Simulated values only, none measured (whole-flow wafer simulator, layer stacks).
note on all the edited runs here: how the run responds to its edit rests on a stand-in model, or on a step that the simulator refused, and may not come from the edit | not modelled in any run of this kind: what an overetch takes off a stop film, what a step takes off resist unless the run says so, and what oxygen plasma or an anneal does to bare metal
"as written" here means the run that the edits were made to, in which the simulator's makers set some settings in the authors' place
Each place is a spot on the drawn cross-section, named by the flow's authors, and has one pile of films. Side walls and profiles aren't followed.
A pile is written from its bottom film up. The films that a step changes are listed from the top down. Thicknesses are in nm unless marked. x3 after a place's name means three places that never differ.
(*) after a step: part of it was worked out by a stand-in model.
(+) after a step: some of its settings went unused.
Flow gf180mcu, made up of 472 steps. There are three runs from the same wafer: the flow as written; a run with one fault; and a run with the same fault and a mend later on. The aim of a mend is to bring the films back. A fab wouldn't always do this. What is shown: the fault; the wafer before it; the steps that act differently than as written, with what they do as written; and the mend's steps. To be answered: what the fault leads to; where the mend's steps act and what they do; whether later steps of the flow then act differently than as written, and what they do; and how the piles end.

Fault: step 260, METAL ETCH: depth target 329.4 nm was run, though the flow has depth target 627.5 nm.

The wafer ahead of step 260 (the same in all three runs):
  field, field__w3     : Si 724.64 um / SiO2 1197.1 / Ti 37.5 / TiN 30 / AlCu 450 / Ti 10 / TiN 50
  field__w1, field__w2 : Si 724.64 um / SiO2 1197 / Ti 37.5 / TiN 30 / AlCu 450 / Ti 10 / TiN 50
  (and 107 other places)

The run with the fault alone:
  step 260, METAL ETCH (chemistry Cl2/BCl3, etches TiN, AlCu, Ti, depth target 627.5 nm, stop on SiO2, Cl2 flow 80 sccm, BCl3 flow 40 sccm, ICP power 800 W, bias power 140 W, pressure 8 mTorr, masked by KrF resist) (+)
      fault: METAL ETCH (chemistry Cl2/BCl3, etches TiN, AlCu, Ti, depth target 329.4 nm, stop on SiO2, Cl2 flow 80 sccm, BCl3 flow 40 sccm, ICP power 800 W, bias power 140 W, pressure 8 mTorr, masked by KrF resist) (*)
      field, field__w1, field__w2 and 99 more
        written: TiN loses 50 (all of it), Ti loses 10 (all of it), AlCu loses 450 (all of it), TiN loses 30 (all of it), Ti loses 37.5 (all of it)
        fault: TiN loses 50 (all of it), Ti loses 10 (all of it), AlCu loses 269.4
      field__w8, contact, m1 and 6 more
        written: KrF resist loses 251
        fault: KrF resist loses 131.8
  Later steps of the flow acting differently than as written:
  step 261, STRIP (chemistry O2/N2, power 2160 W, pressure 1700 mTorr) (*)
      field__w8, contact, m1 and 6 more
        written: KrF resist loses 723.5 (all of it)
        fault: KrF resist loses 842.8 (all of it)
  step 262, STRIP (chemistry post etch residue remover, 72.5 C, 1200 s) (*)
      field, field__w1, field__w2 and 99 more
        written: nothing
        fault: AlCu loses 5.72
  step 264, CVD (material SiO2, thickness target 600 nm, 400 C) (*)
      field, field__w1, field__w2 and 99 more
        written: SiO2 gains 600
        fault: SiO2 gains 600 (new film)
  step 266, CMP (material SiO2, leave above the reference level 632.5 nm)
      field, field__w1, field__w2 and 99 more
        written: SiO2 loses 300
        fault: SiO2 loses 542.4
  By the end, the piles at field, field__w1, field__w2 and 100 more depart from the flow's by more than 2% or 0.5 nm, whichever is larger.
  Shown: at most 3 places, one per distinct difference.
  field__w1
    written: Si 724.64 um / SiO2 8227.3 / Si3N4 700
    fault: Si 724.64 um / SiO2 1197 / Ti 37.5 / TiN 30 / AlCu 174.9 / SiO2 6787.9 / Si3N4 700
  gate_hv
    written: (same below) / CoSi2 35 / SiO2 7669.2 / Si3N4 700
    fault: (same below) / CoSi2 35 / SiO2 638.9 / Ti 37.5 / TiN 30 / AlCu 174.9 / SiO2 6787.9 / Si3N4 700
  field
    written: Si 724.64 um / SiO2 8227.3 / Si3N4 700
    fault: Si 724.64 um / SiO2 1197.1 / Ti 37.5 / TiN 30 / AlCu 174.9 / SiO2 6787.9 / Si3N4 700

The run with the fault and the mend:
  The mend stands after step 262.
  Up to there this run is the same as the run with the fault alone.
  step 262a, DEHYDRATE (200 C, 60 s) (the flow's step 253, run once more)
      alters no film at any place that is followed
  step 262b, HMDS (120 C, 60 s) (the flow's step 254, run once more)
      alters no film at any place that is followed
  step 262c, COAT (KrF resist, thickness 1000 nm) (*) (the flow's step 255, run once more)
      iso_ptap_pw, iso_ntap_nw, iso_nw_fld and 33 more
        KrF resist gains 1000 (new film)
      field__w6, field__w10, field_sub__w2 and 13 more
        KrF resist gains 1002.1 (new film)
      field__w5, field__w9, field_sub and 7 more
        KrF resist gains 1002.2 (new film)
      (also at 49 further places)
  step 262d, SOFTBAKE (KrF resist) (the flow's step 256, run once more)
      alters no film at any place that is followed
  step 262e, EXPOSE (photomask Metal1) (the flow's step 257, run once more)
      alters no film at any place that is followed
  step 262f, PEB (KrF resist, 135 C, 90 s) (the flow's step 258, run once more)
      field__w1, field__w2, field__w3 and 57 more
        KrF resist loses 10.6
      iso_ptap_pw, iso_ntap_nw, iso_nw_fld and 33 more
        KrF resist loses 10.5
      sd_p, gate_p, nw_sep_fld
        KrF resist loses 10.7
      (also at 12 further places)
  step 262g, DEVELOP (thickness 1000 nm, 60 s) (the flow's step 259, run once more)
      iso_ptap_pw, iso_ntap_nw, iso_nw_fld and 33 more
        KrF resist loses 989.5 (all of it)
      field__w5, field__w9, field__w10 and 10 more
        KrF resist loses 991.6 (all of it)
      field_sub, field_sub__w1, field_sub__w3 and 9 more
        KrF resist loses 991.7 (all of it)
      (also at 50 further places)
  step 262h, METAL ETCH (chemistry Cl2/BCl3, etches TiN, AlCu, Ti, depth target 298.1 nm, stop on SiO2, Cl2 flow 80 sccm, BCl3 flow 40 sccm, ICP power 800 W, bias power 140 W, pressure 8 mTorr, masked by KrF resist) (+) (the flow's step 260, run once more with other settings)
      field, field__w1, field__w2 and 99 more
        AlCu loses 174.9 (all of it), TiN loses 30 (all of it), Ti loses 37.5 (all of it)
      field__w8, contact, m1 and 6 more
        KrF resist loses 119.2
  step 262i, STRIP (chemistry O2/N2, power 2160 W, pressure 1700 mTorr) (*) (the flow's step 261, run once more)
      field__w8, m1
        KrF resist loses 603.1 (all of it)
      contact
        KrF resist loses 601.3 (all of it)
      m1__w1
        KrF resist loses 611.6 (all of it)
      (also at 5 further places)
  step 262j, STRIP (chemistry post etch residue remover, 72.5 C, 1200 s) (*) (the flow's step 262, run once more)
      field__w8, contact, m1 and 6 more
        TiN loses 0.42
  Every later step of the flow that is run acts as written, at every place that is followed, to within 2% or 0.5 nm, whichever is larger.
  When the end is reached, the piles differ only a little from the flow's at the places that both follow, at most by 2% or 0.5 nm, whichever is larger.
